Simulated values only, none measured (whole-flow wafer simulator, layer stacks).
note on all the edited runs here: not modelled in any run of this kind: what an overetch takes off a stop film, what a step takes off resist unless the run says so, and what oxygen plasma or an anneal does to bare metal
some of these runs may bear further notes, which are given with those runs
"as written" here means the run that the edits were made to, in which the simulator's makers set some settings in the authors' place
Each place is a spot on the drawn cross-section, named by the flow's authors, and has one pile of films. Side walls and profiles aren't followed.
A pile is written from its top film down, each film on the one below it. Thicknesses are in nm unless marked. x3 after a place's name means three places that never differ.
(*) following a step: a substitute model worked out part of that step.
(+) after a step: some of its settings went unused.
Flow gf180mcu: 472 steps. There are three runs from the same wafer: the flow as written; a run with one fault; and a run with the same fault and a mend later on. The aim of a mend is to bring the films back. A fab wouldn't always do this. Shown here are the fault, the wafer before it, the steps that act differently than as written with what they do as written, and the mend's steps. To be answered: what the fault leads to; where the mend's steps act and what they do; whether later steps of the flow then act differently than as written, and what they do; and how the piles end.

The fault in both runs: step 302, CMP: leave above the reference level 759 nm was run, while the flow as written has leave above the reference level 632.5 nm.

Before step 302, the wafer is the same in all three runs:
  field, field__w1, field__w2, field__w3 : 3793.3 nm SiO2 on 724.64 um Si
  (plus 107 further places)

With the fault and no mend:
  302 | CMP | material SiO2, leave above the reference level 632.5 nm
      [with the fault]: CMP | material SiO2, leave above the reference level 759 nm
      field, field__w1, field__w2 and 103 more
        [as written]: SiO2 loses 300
        [with the fault]: SiO2 loses 173.5
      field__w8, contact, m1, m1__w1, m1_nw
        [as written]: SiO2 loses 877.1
        [with the fault]: SiO2 loses 750.6
  Steps further on in the flow that do not act as written (1 other step is not shown; it differs only slightly, by no more than 2% or 0.5 nm, whichever is larger):
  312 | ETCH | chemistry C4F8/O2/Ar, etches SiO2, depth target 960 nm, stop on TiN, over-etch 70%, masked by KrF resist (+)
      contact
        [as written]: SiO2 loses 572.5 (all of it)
        [with the fault]: SiO2 loses 699 (all of it)
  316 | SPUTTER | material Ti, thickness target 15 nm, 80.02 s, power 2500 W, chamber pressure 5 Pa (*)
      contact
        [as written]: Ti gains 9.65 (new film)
        [with the fault]: Ti gains 8.97 (new film)
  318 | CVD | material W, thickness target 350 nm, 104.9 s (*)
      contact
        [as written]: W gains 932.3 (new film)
        [with the fault]: W gains 1059.9 (new film)
  By the end, the piles at field__w4, field__w8, contact, m1, m1__w1, mim, mim_1p0, m1_nw depart from the flow's by more than 2% or 0.5 nm, whichever is larger.
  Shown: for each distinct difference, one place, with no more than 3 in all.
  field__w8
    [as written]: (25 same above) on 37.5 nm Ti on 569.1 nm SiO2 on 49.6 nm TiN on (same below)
    [with the fault]: (25 same above) on 37.5 nm Ti on 695.6 nm SiO2 on 49.6 nm TiN on (same below)
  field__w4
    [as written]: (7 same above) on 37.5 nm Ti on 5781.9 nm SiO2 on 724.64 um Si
    [with the fault]: (7 same above) on 37.5 nm Ti on 5908.4 nm SiO2 on 724.64 um Si
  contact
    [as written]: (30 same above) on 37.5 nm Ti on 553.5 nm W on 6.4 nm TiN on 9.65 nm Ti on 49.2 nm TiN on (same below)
    [with the fault]: (30 same above) on 37.5 nm Ti on 681.1 nm W on 5.95 nm TiN on 8.97 nm Ti on 49.2 nm TiN on (same below)

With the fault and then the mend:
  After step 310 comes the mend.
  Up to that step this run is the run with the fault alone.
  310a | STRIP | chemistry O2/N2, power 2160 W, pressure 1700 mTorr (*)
      field, field__w1, field__w2 and 107 more
        KrF resist loses 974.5 (all of it), anti-reflective coat loses 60 (all of it)
      contact
        anti-reflective coat loses 60 (all of it)
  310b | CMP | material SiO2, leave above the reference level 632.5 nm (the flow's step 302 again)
      field, field__w1, field__w2 and 108 more
        SiO2 loses 126.5
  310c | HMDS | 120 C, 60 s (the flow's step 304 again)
      alters no film at any place that is followed
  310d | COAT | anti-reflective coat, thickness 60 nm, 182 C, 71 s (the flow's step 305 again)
      field, field__w1, field__w2 and 108 more
        anti-reflective coat gains 60 (new film)
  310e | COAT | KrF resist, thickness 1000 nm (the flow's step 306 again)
      field, field__w1, field__w2 and 108 more
        KrF resist gains 1000 (new film)
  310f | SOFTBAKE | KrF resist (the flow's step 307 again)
      alters no film at any place that is followed
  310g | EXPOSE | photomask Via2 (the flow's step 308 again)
      alters no film at any place that is followed
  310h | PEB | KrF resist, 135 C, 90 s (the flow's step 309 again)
      field, field__w1, field__w2 and 108 more
        KrF resist loses 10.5
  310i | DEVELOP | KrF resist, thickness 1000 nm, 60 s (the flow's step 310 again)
      field, field__w1, field__w2 and 107 more
        KrF resist loses 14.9
      contact
        KrF resist loses 989.5 (all of it)
  None of the later steps of the flow acts differently than as written at any place that is followed.
  By the end, the piles equal the flow's at every place that both follow.
